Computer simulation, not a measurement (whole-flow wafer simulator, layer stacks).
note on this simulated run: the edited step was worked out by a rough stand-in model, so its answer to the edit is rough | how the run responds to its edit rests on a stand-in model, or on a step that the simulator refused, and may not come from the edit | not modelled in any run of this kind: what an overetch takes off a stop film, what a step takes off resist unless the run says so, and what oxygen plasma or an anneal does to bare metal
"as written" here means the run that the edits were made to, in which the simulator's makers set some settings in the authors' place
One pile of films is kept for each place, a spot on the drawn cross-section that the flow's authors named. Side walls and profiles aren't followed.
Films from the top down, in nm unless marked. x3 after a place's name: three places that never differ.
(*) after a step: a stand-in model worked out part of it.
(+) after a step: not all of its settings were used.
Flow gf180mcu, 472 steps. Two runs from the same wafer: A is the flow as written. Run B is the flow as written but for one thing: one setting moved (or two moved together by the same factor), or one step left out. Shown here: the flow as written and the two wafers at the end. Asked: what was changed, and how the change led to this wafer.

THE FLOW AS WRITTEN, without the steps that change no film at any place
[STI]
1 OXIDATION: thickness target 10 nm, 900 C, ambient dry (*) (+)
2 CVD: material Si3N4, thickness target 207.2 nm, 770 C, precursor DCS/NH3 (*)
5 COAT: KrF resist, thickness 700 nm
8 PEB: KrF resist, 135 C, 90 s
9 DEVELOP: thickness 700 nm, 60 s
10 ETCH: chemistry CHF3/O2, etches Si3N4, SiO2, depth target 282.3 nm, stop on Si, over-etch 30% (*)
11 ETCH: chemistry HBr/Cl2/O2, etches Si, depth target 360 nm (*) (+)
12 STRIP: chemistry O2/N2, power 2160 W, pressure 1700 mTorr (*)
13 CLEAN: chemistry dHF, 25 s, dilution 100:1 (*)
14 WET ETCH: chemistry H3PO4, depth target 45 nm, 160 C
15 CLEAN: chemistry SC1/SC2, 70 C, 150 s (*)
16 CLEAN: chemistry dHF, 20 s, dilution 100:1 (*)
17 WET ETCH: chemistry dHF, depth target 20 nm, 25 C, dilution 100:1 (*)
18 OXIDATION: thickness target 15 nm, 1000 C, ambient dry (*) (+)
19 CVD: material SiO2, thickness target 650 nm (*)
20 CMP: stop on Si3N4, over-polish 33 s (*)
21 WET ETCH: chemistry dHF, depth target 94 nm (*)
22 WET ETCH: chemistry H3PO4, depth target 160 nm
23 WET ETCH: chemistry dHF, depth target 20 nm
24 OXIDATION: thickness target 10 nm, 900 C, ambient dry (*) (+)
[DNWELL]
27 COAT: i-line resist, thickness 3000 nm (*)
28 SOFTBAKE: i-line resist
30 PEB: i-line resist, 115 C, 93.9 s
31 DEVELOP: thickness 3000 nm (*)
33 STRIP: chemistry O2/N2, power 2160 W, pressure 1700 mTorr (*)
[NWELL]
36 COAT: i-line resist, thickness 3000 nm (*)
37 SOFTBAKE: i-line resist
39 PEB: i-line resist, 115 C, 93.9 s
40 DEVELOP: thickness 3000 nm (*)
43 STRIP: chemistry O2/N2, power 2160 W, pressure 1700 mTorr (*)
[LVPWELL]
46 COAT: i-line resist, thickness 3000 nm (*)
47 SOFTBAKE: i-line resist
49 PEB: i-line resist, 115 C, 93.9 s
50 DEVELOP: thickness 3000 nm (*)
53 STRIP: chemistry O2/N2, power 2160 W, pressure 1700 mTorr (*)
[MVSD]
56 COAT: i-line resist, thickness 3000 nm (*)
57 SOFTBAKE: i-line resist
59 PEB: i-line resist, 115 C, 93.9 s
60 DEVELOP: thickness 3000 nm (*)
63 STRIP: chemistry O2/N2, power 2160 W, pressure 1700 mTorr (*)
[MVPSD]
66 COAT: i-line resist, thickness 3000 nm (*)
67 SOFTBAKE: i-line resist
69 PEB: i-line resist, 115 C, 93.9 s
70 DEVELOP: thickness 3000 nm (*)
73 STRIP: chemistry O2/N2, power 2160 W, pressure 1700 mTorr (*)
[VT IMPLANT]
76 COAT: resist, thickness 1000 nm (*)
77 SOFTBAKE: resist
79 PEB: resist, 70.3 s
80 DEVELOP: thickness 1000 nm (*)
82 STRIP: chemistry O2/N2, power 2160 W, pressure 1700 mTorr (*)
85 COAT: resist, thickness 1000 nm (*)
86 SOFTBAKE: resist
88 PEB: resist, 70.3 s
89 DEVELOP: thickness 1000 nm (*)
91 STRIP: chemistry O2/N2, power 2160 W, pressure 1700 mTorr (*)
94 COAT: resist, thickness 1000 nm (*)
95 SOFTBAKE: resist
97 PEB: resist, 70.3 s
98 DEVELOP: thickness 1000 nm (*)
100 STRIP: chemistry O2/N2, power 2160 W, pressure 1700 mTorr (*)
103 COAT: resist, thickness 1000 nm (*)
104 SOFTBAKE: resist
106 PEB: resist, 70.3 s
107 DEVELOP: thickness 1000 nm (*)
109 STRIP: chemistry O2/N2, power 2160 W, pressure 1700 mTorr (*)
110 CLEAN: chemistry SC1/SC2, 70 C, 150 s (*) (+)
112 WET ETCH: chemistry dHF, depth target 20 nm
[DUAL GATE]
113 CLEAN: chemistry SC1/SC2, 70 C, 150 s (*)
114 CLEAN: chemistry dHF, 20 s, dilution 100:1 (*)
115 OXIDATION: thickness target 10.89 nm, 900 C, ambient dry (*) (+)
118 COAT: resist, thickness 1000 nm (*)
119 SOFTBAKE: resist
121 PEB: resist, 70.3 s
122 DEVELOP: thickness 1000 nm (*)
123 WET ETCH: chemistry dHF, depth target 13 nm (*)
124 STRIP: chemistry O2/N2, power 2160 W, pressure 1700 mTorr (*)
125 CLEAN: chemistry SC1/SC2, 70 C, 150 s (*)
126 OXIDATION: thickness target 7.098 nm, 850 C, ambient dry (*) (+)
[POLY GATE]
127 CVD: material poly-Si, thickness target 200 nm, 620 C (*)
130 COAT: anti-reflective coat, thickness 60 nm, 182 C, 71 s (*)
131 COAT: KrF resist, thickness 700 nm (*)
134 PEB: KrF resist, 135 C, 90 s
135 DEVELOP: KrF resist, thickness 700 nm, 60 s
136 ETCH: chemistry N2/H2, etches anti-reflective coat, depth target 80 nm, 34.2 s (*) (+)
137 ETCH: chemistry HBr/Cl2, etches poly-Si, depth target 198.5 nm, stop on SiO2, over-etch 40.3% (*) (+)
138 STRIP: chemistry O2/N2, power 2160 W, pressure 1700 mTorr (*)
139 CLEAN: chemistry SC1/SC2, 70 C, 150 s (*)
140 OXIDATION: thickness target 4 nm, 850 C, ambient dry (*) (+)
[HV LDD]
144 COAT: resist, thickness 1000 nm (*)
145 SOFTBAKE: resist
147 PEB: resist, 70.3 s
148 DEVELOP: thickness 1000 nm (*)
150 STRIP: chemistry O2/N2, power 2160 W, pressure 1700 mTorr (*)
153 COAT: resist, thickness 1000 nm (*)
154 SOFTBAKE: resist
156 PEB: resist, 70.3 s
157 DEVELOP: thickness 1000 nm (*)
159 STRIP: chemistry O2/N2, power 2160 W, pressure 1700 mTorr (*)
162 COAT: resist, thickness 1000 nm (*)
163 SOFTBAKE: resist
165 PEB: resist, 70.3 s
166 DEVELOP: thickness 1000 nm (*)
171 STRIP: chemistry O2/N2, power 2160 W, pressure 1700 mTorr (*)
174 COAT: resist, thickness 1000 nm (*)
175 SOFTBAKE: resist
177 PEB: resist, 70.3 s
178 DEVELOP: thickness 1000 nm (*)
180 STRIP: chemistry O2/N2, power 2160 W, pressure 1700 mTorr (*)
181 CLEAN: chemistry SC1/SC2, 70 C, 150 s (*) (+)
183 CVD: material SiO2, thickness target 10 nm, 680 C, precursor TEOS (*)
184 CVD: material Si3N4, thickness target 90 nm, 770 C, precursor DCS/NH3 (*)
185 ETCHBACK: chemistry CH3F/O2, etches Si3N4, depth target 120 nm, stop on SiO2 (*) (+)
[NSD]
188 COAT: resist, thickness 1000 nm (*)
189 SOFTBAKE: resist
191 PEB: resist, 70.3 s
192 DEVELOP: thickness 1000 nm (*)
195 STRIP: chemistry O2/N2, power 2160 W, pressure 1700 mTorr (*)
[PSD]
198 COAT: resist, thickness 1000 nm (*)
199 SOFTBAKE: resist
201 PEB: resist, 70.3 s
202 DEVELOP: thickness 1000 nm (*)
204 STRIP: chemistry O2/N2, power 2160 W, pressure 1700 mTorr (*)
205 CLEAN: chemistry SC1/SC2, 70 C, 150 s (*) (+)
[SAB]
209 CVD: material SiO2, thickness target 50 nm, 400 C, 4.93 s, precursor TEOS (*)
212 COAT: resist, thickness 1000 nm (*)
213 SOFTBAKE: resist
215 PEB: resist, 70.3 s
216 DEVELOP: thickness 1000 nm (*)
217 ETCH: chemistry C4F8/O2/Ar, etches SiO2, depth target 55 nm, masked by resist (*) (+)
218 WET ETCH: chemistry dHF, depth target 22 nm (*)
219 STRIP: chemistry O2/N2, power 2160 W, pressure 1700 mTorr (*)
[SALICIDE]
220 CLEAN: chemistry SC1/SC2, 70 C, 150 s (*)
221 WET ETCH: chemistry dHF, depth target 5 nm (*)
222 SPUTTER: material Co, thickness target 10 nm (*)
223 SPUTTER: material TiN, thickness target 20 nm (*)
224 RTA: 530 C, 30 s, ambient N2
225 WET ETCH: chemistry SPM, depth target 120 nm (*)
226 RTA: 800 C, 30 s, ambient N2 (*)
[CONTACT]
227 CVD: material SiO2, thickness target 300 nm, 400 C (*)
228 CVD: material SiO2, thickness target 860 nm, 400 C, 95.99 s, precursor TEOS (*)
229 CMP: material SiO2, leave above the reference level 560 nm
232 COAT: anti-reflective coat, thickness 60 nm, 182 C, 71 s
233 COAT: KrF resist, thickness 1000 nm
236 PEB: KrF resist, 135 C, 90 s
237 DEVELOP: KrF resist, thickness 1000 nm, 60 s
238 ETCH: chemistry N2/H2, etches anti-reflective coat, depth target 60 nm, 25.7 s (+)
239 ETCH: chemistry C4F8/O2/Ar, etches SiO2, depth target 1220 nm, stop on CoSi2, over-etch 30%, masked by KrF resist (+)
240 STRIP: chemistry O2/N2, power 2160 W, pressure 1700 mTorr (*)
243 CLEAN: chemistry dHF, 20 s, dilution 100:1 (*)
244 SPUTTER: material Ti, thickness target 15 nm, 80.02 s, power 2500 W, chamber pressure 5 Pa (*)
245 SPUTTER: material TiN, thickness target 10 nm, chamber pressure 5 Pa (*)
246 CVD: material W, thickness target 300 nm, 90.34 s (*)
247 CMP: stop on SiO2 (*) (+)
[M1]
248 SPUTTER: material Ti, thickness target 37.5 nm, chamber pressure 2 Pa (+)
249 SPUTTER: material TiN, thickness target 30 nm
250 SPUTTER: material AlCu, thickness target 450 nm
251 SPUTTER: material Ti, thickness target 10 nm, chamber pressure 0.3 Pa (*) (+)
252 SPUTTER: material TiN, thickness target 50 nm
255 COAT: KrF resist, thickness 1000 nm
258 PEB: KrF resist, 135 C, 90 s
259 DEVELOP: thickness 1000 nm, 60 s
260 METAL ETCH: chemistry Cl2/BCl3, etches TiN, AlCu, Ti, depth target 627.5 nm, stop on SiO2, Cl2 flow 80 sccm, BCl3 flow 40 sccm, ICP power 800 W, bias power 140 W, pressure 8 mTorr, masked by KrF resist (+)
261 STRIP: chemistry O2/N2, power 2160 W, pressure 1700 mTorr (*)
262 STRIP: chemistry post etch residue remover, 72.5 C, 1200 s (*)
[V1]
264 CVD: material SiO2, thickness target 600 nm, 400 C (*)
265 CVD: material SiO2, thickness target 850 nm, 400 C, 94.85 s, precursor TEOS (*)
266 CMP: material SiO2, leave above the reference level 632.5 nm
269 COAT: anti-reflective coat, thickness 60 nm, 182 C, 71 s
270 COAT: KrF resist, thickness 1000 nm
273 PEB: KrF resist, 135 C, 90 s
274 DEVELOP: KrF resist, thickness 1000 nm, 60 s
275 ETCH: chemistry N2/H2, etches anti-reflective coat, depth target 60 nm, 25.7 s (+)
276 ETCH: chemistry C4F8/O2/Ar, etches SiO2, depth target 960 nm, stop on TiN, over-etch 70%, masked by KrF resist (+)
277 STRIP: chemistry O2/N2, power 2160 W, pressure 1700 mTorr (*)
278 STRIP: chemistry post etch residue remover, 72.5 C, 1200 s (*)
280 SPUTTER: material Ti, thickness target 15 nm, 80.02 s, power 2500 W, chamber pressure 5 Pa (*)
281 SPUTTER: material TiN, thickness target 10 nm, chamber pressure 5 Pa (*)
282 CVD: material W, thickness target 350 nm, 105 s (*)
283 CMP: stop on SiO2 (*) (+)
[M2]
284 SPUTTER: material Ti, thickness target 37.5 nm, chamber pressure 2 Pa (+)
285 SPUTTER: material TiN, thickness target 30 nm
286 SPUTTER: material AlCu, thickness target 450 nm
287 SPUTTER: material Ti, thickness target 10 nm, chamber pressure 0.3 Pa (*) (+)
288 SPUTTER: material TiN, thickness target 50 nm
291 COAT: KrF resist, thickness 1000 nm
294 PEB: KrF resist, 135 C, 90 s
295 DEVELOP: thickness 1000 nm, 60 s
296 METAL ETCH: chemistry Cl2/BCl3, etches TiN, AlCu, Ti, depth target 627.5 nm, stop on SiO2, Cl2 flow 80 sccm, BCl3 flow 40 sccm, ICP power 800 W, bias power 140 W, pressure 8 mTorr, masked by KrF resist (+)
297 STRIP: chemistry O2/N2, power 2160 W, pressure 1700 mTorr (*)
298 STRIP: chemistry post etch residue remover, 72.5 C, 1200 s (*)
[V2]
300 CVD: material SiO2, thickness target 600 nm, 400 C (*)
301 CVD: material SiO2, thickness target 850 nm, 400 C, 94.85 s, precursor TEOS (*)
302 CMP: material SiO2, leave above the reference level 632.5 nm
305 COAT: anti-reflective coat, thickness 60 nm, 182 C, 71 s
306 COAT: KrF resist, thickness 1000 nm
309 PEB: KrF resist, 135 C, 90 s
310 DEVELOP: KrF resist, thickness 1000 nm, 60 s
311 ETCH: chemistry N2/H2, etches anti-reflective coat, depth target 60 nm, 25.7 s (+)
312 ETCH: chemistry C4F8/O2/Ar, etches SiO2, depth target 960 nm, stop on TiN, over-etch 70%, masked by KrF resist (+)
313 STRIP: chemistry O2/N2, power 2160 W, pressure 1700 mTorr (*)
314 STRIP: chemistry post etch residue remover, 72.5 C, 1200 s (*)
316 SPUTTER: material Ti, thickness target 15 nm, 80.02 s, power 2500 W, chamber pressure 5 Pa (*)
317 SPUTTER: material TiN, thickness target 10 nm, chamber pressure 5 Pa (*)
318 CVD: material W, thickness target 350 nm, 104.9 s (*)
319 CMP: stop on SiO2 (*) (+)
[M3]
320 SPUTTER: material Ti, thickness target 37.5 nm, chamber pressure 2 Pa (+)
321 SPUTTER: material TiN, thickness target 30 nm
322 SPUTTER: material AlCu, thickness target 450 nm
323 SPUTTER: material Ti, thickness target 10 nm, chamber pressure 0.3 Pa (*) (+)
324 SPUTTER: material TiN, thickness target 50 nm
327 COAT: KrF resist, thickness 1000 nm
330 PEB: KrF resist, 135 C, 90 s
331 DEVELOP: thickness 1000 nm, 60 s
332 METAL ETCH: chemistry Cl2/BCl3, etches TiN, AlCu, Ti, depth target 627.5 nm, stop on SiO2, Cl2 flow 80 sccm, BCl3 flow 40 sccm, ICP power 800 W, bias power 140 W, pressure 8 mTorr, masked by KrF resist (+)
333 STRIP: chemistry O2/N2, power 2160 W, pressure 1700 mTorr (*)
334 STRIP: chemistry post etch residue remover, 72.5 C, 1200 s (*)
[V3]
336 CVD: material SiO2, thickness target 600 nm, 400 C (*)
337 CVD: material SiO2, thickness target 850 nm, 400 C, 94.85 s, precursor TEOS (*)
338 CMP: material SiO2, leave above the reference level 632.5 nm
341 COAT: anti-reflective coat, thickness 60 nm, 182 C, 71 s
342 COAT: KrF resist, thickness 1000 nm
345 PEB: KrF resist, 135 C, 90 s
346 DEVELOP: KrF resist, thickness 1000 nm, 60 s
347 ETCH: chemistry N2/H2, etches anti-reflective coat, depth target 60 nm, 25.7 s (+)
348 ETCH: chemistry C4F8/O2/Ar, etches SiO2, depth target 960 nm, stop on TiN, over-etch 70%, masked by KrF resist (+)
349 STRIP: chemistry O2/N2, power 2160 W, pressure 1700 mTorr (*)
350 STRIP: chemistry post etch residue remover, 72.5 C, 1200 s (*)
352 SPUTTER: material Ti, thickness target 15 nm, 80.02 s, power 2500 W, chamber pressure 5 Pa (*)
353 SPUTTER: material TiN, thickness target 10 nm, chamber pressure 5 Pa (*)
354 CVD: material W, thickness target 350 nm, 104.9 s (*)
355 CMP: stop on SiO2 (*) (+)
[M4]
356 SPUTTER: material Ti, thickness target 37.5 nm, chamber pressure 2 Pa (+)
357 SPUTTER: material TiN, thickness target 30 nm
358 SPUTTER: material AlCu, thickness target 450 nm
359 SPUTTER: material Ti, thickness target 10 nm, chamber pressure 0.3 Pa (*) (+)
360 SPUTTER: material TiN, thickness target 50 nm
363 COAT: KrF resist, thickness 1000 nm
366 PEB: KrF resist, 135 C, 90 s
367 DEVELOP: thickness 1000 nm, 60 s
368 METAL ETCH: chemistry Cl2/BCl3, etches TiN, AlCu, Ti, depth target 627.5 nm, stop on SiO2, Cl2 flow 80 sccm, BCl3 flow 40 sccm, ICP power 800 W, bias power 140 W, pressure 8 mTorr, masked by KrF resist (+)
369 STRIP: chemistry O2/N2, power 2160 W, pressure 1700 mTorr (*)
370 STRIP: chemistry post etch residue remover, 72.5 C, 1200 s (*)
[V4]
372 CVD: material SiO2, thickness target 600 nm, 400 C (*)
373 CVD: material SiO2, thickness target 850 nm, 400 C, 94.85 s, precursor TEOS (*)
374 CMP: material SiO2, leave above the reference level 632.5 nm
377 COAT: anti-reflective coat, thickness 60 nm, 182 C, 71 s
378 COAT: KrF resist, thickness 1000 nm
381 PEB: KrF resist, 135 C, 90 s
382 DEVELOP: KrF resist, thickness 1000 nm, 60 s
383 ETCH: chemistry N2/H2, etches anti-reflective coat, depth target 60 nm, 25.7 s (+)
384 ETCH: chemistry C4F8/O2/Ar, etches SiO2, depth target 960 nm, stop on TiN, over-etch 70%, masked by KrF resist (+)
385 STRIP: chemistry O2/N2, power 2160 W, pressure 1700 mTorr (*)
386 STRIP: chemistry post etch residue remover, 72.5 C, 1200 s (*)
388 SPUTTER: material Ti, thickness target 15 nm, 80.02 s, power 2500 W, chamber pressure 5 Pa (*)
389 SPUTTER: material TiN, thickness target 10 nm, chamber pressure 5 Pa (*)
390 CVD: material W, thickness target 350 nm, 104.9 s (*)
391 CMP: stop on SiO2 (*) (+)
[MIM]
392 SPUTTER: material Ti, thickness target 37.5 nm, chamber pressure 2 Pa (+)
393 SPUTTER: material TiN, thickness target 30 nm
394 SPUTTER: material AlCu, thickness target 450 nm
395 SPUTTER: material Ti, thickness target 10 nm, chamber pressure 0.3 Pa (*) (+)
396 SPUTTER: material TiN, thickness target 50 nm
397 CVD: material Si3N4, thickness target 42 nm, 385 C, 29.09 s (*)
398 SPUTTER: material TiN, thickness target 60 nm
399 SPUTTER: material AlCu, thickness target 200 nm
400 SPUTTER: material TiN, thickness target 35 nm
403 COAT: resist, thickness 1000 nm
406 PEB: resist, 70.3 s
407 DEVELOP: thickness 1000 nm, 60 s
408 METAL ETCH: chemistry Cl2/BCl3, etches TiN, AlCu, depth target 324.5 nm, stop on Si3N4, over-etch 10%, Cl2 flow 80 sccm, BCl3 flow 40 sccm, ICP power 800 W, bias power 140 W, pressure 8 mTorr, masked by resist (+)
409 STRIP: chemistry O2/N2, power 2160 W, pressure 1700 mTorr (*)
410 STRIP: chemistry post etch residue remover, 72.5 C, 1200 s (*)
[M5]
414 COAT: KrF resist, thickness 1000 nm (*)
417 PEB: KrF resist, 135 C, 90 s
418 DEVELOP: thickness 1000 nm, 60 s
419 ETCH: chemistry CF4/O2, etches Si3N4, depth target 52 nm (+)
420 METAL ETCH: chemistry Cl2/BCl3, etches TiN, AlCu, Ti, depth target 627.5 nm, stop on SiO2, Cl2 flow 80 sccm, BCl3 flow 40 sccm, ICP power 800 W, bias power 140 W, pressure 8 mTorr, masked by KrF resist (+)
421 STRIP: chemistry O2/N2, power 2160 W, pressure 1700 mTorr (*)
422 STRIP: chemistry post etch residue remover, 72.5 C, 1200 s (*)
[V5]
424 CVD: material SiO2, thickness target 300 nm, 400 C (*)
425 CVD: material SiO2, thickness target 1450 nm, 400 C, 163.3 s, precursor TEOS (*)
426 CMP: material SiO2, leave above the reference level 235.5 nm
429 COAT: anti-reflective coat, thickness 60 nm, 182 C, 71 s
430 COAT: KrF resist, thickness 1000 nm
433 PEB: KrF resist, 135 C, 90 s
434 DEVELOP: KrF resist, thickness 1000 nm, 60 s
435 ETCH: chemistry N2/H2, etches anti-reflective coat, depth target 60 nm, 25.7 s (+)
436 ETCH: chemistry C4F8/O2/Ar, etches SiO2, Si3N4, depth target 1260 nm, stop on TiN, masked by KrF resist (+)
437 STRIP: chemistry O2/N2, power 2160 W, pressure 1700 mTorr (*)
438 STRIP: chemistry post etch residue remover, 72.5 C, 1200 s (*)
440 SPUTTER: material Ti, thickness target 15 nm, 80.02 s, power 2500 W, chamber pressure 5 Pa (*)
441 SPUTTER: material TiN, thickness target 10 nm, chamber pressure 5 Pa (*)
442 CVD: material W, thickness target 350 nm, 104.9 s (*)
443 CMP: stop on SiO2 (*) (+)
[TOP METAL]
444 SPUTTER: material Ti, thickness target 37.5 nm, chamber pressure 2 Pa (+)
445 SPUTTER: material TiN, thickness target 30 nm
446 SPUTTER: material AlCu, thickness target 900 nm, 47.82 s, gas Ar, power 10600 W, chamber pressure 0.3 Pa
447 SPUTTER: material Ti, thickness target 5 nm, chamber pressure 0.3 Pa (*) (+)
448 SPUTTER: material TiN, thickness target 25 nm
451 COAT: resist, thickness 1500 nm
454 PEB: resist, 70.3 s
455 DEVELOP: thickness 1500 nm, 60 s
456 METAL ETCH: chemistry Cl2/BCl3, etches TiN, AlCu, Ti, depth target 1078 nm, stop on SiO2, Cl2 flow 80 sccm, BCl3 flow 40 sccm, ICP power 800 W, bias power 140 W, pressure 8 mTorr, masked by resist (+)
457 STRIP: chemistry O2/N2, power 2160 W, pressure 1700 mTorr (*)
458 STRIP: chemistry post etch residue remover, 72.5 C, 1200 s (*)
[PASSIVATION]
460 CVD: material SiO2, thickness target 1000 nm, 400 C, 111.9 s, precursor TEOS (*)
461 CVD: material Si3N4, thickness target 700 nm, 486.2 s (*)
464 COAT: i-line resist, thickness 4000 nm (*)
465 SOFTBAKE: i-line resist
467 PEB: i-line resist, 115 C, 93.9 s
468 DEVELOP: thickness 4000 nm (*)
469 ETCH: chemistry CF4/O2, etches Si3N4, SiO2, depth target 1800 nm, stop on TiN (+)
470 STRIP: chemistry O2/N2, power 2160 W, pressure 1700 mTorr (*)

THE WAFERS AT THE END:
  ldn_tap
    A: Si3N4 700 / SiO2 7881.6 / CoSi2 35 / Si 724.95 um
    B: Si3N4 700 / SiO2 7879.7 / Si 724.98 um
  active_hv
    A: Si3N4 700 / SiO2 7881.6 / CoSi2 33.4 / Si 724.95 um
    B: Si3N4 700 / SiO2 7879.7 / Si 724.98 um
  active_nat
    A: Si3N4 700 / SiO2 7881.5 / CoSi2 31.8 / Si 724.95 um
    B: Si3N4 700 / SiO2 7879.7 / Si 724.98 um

The cause: step 218, WET ETCH: depth target 9.68 nm was run, where the flow has depth target 22 nm.

How the change led to this, step by step:
  218 WET ETCH: chemistry dHF, depth target 22 nm (*)
      ldn_tap, ldn_src, ldn_drn, ldp_src, ldp_drn, ldp_gr: A SiO2 -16 (all of it) | B SiO2 -10.1
      ld_drn_n, ld_sd_p: A SiO2 -14.8 (all of it) | B SiO2 -9.88
      (and at 57 more places)
  219 STRIP: chemistry O2/N2, power 2160 W, pressure 1700 mTorr (*)
      active_hv, active_nat, ld_sd_n and 11 more: A chemical SiO2 +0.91 (new film), Si -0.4 | B nothing
  221 WET ETCH: chemistry dHF, depth target 5 nm (*)
      active_hv, active_nat, ld_sd_n and 10 more: A chemical SiO2 -0.76 (all of it) | B SiO2 -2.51
      ld_drn_p: A chemical SiO2 -0.76 (all of it) | B SiO2 -1.73 (all of it)
  222 SPUTTER: material Co, thickness target 10 nm (*)
      field__w12: A Co +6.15 (new film) | B Co +6.67 (new film)
  223 SPUTTER: material TiN, thickness target 20 nm (*)
      field__w12: A TiN +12 (new film) | B TiN +12.7 (new film)
      ld_sd_n: A TiN +15.5 (new film) | B TiN +16.4 (new film)
  224 RTA: 530 C, 30 s, ambient N2
      ldn_tap, ldn_src, ldn_drn, ldp_tap, ldp_src, ldp_drn, ldp_gr: A under 1 film: CoSi +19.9 (new film), Co -10 (all of it), Si -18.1 | B nothing
      active_hv: A under 1 film: CoSi +19 (new film), Co -9.55 (all of it), Si -17.3 | B nothing
      (and at 5 more places)
  225 WET ETCH: chemistry SPM, depth target 120 nm (*)
      ldn_tap, ldn_src, ldn_drn, ldp_tap, ldp_src, ldp_drn, ldp_gr: A TiN -20 (all of it) | B TiN -20 (all of it), Co -10 (all of it)
      active_hv: A TiN -19 (all of it) | B TiN -19 (all of it), Co -9.56 (all of it)
      (and at 6 more places)
  226 RTA: 800 C, 30 s, ambient N2 (*)
      ldn_tap, ldn_src, ldn_drn, ldp_tap, ldp_src, ldp_drn, ldp_gr: A CoSi2 +35 (new film), CoSi -19.9 (all of it), Si -18.1 | B nothing
      active_hv: A CoSi2 +33.4 (new film), CoSi -19 (all of it), Si -17.3 | B nothing
      (and at 5 more places)
  227 CVD: material SiO2, thickness target 300 nm, 400 C (*)
      active_hv, active_nat, ld_sd_n and 10 more: A SiO2 +300 (new film) | B SiO2 +300
  229 CMP: material SiO2, leave above the reference level 560 nm
      ldn_sep__w1, ldn_sep__w2, ldn_dft and 8 more: A SiO2 -311 | B SiO2 -324.6
      sti, mim_1p0, pad, dice_street, iso_nw_fld, iso_fld_sub: A SiO2 -296.8 | B SiO2 -310.4
      (and at 34 more places)
Counting metal films that touch as one body, ldn_tap has 0 bodies; the flow as written gives 1 body.
Counting metal films that touch as one body, active_hv has 0 bodies; the flow as written gives 1 body.
Counting metal films that touch as one body, active_nat has 0 bodies; the flow as written gives 1 body.
